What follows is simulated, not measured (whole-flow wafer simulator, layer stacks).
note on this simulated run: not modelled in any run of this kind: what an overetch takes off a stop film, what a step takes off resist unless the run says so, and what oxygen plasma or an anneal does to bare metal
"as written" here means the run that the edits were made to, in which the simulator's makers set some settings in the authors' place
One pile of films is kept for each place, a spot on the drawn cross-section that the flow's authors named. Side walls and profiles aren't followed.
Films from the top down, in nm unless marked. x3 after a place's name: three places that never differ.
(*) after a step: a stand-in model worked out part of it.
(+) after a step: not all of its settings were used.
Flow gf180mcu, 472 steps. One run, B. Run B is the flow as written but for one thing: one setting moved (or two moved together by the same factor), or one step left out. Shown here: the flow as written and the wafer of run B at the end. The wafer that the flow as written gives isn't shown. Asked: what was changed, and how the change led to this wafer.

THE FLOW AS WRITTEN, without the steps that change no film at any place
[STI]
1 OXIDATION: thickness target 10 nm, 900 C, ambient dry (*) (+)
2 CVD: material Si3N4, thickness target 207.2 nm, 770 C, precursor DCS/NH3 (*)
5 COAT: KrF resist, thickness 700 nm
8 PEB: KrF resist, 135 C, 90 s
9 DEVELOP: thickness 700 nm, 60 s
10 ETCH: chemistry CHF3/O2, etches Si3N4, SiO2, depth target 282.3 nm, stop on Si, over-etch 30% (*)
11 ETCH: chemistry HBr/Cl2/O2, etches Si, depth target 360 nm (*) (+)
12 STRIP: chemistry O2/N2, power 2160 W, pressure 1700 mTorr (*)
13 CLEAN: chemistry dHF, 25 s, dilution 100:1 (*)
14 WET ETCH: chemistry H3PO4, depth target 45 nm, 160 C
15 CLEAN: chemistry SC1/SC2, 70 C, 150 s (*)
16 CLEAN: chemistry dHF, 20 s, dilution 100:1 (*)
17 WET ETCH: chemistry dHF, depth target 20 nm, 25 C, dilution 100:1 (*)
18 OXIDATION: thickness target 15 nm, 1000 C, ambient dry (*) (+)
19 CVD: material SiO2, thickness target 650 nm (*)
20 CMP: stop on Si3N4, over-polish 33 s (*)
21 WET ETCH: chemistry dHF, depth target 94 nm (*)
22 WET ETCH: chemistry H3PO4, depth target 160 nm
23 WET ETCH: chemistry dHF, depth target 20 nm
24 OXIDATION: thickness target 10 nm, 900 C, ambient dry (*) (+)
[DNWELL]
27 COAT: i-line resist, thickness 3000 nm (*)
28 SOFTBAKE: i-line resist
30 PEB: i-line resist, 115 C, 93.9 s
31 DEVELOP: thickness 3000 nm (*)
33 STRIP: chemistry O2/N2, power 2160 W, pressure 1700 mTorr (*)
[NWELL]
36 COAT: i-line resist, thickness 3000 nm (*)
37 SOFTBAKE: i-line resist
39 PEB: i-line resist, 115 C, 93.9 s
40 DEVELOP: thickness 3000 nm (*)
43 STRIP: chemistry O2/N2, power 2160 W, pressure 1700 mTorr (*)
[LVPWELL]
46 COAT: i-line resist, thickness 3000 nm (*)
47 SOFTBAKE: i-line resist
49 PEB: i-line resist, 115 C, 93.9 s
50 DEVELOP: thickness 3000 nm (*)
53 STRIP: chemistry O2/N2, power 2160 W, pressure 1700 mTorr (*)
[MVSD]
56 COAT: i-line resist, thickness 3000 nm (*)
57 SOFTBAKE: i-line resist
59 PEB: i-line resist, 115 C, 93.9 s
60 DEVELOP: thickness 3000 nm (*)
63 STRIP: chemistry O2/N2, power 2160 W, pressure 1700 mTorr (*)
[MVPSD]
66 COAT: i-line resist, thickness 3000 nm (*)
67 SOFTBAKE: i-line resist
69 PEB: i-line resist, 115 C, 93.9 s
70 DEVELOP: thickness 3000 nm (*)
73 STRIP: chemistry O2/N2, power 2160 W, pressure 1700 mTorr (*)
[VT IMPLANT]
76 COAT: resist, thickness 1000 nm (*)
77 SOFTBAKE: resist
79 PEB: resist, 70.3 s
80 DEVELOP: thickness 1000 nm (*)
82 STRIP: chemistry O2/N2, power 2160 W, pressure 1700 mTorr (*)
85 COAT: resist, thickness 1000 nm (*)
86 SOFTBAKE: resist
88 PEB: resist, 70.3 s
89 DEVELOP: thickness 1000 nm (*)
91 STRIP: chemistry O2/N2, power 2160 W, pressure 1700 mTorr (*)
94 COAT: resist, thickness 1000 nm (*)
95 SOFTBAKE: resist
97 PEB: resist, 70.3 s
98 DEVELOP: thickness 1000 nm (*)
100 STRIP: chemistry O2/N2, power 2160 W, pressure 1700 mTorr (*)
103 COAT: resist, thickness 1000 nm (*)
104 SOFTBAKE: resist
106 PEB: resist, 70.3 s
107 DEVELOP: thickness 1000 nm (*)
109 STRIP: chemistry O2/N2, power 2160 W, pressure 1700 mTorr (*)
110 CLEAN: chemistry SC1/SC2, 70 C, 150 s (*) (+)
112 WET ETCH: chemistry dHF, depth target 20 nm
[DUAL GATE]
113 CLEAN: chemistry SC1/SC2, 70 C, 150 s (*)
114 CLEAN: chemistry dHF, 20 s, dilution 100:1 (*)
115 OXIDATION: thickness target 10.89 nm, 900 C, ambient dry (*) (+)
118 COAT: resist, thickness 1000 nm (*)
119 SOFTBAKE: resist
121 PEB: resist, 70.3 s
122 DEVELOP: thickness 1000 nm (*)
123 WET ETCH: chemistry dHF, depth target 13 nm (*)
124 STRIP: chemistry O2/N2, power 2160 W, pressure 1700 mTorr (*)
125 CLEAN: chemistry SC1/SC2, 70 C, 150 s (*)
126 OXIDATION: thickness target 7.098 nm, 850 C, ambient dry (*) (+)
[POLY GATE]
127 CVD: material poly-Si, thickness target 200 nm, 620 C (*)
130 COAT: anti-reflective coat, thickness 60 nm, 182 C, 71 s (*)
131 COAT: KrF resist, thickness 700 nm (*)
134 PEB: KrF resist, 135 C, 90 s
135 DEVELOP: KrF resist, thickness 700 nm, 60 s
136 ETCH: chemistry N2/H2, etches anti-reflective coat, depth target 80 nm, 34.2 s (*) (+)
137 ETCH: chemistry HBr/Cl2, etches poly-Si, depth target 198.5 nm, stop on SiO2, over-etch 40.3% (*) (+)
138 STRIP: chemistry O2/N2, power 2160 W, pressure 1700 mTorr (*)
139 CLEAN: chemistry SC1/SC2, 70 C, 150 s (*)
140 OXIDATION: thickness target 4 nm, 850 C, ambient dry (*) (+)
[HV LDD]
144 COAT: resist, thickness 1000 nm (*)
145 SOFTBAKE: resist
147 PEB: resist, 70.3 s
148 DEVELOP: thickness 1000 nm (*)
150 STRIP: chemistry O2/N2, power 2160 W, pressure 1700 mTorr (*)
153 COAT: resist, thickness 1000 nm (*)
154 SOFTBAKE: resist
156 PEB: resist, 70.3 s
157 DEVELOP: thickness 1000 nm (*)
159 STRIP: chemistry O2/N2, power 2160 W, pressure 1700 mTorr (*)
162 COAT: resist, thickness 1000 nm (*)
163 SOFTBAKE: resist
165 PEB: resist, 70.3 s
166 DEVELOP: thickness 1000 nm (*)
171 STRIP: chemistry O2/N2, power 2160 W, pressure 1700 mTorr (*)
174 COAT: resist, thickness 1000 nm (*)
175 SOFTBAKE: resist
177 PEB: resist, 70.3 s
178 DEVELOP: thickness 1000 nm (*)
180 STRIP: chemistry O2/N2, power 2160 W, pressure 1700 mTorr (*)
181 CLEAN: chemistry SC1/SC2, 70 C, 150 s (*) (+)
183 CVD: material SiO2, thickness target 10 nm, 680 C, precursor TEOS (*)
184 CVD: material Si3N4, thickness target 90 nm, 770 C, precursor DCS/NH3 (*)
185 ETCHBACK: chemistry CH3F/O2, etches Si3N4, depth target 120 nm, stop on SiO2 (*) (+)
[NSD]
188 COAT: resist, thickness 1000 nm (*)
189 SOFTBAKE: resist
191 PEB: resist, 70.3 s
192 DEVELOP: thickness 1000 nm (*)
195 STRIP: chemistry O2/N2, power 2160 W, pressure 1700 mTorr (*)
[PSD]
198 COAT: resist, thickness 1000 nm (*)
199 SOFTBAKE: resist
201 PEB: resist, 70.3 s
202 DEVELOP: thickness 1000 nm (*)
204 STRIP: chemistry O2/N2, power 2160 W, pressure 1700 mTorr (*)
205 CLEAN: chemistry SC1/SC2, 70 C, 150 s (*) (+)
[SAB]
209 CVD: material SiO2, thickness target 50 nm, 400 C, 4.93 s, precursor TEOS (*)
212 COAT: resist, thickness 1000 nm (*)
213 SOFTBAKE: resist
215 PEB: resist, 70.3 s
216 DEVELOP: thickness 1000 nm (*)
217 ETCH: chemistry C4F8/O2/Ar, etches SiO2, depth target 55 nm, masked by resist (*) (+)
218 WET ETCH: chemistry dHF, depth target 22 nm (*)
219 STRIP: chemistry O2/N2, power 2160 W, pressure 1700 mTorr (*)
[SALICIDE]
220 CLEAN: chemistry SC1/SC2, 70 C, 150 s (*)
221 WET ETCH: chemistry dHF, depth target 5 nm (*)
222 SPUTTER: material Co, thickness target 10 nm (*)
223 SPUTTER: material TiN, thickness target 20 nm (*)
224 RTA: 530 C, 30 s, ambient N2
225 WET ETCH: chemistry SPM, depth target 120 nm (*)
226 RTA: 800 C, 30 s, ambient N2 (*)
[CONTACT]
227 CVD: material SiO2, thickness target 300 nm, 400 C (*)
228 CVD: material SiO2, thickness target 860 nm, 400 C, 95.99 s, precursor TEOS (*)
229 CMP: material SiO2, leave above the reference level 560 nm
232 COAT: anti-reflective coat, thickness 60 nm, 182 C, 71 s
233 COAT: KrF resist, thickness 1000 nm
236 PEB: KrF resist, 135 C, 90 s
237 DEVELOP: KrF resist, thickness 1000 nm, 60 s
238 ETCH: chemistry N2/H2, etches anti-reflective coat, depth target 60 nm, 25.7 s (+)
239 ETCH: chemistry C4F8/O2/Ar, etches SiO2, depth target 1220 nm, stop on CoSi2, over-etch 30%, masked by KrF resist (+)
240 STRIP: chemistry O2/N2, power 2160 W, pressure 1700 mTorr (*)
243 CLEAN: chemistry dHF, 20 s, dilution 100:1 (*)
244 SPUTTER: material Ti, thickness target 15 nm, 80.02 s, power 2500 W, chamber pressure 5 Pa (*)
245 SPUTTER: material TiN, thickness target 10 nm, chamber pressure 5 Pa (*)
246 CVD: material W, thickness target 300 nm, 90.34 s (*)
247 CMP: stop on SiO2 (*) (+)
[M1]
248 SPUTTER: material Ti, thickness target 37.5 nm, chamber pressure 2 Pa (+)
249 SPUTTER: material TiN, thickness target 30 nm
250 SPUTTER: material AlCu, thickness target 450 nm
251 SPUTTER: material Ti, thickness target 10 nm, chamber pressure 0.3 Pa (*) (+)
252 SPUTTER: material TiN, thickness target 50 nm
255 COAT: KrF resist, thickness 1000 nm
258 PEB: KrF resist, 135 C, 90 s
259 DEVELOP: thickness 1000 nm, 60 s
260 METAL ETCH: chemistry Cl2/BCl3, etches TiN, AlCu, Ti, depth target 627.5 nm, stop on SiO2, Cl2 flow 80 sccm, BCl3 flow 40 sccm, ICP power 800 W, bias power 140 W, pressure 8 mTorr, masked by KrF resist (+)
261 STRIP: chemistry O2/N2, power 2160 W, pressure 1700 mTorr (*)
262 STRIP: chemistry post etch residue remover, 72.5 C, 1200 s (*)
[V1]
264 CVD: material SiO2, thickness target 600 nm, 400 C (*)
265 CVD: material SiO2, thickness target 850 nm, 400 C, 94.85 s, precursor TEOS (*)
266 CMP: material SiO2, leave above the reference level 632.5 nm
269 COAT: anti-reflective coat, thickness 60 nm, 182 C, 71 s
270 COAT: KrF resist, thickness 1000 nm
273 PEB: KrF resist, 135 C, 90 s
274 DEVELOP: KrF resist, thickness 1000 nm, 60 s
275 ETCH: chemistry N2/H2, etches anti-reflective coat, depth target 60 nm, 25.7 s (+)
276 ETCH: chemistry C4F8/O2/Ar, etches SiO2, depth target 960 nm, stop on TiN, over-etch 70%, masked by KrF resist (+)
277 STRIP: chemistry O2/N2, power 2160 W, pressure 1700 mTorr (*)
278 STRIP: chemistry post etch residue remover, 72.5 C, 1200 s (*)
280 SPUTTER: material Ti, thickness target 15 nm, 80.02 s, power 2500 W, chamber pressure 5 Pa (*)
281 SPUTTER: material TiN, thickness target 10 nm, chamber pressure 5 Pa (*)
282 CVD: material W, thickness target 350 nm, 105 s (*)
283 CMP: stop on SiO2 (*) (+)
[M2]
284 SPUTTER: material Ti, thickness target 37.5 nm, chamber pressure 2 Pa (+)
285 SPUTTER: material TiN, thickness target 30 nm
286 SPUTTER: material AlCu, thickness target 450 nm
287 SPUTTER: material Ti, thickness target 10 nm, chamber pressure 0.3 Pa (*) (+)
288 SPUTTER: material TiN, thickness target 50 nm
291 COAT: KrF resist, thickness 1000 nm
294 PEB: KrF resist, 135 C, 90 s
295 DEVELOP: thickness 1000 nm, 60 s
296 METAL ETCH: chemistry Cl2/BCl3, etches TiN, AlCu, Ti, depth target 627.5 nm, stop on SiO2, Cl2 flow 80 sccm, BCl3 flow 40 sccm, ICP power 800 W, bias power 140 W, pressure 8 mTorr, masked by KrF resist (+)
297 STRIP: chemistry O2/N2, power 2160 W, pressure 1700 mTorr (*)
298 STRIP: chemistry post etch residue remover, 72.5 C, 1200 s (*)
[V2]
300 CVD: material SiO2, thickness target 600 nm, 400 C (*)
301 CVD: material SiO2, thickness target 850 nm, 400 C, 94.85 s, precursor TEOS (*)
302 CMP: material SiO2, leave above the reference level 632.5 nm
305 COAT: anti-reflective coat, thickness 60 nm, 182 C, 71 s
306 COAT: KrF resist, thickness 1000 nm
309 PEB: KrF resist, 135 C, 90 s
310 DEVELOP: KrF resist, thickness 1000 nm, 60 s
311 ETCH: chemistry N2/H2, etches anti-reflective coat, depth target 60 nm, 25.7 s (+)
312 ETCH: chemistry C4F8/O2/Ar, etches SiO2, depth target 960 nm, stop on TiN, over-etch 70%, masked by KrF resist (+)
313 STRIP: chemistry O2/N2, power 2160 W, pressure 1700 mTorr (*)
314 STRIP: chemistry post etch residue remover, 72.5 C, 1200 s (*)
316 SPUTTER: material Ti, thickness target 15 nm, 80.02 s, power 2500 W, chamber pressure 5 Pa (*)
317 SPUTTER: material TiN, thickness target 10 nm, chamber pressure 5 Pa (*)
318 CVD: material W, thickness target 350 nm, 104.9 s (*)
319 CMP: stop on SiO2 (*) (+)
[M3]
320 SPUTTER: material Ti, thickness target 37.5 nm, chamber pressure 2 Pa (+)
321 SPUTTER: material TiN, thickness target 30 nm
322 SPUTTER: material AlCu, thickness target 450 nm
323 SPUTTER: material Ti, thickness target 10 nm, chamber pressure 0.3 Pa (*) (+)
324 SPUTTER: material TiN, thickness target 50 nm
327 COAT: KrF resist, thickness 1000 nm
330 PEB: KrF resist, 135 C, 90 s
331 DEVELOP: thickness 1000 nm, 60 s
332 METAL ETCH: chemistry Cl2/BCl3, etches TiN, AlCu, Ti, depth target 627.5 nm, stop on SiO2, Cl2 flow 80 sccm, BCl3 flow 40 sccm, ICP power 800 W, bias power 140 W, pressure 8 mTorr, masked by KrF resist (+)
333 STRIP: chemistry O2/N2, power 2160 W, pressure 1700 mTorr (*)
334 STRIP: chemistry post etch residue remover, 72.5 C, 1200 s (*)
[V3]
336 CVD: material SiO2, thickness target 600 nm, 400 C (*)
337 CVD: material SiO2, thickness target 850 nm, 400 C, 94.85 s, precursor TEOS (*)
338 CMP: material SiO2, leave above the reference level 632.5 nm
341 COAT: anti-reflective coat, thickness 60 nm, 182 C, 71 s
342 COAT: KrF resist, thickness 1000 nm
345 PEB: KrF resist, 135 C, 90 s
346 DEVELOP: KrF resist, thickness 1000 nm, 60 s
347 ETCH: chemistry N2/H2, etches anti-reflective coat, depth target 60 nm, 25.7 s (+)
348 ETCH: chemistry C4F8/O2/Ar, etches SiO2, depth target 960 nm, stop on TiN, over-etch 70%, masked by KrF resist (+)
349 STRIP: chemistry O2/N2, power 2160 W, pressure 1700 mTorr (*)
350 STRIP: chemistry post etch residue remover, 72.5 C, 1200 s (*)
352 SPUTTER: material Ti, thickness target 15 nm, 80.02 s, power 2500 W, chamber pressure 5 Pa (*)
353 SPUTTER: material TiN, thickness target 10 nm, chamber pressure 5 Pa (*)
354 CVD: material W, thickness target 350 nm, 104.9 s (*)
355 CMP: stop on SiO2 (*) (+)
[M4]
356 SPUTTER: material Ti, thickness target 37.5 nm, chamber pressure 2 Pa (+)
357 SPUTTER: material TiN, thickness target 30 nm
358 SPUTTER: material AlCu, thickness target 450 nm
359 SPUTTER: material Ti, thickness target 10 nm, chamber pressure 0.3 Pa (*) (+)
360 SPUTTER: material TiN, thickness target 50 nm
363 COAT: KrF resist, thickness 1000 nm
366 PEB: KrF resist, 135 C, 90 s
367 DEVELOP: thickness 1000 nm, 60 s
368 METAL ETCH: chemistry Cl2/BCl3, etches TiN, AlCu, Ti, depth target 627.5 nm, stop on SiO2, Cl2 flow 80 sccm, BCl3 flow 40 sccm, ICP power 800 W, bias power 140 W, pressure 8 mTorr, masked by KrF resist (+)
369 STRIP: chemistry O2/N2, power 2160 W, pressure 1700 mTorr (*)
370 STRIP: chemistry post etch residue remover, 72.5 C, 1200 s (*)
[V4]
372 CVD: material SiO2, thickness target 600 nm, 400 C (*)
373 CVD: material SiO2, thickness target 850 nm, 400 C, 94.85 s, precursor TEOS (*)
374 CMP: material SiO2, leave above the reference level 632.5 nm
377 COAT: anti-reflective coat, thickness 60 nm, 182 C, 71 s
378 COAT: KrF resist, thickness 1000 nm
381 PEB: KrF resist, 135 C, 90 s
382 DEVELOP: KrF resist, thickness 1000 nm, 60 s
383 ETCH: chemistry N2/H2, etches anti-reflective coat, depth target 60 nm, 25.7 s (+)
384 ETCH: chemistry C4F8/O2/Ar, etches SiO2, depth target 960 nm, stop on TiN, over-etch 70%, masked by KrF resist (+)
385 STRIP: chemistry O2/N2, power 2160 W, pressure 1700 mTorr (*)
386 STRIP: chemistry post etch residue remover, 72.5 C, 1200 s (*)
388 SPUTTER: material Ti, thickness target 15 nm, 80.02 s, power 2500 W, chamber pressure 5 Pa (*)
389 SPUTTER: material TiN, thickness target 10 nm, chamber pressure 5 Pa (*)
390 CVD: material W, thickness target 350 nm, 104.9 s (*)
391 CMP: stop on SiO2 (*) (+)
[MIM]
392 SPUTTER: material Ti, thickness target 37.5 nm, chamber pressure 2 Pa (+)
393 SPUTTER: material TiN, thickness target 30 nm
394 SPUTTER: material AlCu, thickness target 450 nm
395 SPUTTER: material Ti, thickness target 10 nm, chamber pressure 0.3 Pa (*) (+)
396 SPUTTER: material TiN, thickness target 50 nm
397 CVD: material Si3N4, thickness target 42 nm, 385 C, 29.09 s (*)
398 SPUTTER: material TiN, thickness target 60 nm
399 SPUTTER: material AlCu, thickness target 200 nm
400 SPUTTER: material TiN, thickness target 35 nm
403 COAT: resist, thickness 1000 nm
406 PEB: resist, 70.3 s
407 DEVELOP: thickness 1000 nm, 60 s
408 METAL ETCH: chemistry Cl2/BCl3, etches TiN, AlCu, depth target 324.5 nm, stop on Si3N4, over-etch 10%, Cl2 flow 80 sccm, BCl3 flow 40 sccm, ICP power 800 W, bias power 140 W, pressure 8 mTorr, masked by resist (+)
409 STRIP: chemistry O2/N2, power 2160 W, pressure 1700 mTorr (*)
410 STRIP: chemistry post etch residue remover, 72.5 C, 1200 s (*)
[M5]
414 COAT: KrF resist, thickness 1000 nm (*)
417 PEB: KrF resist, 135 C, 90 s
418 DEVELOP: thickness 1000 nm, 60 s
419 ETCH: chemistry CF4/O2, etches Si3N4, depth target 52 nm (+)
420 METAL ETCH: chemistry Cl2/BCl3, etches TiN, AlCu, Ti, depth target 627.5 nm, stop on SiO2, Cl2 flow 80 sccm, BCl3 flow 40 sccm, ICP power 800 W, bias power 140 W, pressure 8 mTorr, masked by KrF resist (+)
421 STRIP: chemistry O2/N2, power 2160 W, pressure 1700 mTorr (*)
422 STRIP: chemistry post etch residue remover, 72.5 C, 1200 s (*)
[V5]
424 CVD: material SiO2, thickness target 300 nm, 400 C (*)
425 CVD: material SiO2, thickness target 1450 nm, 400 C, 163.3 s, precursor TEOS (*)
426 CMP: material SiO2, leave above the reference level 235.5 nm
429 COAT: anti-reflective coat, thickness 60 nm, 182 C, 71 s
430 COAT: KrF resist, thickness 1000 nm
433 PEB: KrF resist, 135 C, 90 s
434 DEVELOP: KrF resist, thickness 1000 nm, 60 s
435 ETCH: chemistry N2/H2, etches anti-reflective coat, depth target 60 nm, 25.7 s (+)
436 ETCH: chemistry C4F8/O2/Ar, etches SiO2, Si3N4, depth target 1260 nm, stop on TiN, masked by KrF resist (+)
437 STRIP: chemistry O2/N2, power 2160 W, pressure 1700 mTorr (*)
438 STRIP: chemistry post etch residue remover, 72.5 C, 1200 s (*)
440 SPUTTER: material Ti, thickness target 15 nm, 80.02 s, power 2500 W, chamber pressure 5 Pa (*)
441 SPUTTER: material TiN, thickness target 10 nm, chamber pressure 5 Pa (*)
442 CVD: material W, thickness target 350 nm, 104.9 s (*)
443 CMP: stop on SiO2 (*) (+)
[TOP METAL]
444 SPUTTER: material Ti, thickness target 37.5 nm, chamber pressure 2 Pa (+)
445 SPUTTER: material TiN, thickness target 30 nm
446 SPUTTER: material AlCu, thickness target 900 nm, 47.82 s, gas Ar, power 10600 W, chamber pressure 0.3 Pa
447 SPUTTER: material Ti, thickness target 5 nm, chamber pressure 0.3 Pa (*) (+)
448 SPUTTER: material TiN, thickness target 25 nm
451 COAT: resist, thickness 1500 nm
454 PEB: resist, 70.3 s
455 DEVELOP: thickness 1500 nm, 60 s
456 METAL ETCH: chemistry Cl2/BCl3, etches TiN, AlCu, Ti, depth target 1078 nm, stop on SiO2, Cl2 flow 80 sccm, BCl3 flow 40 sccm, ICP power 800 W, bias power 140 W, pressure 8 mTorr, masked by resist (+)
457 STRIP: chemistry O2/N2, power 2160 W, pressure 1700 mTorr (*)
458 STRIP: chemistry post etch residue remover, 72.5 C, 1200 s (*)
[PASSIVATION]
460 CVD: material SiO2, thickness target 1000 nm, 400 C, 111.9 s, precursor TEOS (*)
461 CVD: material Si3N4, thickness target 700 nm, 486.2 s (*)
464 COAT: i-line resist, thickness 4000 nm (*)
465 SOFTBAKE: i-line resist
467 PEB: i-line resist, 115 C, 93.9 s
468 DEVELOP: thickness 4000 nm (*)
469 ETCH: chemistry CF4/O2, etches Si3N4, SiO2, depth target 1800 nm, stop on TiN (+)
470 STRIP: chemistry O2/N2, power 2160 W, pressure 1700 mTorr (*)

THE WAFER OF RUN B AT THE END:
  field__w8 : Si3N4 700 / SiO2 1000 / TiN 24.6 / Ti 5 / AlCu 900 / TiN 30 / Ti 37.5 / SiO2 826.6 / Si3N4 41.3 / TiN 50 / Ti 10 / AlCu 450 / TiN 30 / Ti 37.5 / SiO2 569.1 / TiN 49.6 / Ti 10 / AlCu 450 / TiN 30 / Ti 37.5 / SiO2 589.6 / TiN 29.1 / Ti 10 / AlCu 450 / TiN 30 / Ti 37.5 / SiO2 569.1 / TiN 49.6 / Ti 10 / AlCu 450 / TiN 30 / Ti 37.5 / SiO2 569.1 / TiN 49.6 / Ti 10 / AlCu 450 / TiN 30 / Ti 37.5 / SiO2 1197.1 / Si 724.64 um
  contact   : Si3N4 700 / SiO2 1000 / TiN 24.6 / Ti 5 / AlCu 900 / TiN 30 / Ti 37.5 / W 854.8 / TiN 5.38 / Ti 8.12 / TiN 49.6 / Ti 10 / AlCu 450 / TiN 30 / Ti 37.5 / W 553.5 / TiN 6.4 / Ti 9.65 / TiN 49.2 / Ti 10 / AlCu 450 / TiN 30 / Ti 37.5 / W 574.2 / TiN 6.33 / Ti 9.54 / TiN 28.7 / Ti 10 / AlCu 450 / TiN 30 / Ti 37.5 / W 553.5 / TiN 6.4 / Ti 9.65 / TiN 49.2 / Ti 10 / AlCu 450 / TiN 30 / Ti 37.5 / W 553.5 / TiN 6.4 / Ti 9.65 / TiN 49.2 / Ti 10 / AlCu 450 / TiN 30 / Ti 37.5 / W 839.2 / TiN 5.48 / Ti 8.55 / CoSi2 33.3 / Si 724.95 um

The cause: step 324, SPUTTER: thickness target 29.5 nm was run, where the flow has thickness target 50 nm.

How the change led to this, step by step:
  324 SPUTTER: material TiN, thickness target 50 nm
      field, field__w1, field__w2 and 108 more: TiN +29.5 (new film) (as written it would be: TiN +50 (new film))
  332 METAL ETCH: chemistry Cl2/BCl3, etches TiN, AlCu, Ti, depth target 627.5 nm, stop on SiO2, Cl2 flow 80 sccm, BCl3 flow 40 sccm, ICP power 800 W, bias power 140 W, pressure 8 mTorr, masked by KrF resist (+)
      field, field__w1, field__w2 and 103 more: TiN -29.5 (all of it), Ti -10 (all of it), AlCu -450 (all of it), TiN -30 (all of it), Ti -37.5 (all of it) (as written it would be: TiN -50 (all of it), Ti -10 (all of it), AlCu -450 (all of it), TiN -30 (all of it), Ti -37.5 (all of it))
  338 CMP: material SiO2, leave above the reference level 632.5 nm
      field__w8, contact, m1, m1__w1, m1_nw: SiO2 -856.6 (as written it would be: SiO2 -877.1)
  348 ETCH: chemistry C4F8/O2/Ar, etches SiO2, depth target 960 nm, stop on TiN, over-etch 70%, masked by KrF resist (+)
      contact: SiO2 -593 (all of it) (as written it would be: SiO2 -572.5 (all of it))
  354 CVD: material W, thickness target 350 nm, 104.9 s (*)
      contact: W +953 (new film) (as written it would be: W +932.3 (new film))
